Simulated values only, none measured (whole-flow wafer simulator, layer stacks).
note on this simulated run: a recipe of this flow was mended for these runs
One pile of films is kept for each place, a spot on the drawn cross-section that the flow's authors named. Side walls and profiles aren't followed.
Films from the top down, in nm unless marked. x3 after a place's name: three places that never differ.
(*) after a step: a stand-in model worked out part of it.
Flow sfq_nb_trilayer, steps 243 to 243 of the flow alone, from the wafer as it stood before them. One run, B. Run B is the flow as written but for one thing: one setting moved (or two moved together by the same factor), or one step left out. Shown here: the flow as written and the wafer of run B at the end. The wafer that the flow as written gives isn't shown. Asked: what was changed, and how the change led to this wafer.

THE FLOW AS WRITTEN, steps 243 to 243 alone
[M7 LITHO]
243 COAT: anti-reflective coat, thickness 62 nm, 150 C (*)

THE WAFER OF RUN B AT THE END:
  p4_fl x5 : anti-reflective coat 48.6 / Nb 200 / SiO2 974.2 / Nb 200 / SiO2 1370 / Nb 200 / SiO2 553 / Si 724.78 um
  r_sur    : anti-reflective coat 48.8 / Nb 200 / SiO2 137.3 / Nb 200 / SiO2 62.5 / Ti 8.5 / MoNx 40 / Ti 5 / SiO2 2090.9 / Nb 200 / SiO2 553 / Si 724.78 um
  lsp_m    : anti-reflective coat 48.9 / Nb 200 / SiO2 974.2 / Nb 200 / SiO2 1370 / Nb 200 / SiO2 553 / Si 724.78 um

The cause: step 243, COAT: thickness 48.6 nm was run, where the flow has thickness 62 nm.
It can be read off the wafer: p4_fl x5 has anti-reflective coat 48.6, and step 243 as written asks for 62 nm.

How the change led to this, step by step:
  243 COAT: anti-reflective coat, thickness 62 nm, 150 C (*)
      p4_fl x5, p4_w1 x9, p3_s0 x15 and 48 more: anti-reflective coat +48.6 (new film) (as written it would be: anti-reflective coat +62 (new film))
      r_sur, res, r_end, moat, field_r: anti-reflective coat +48.8 (new film) (as written it would be: anti-reflective coat +62.2 (new film))
      (and at 24 more places)
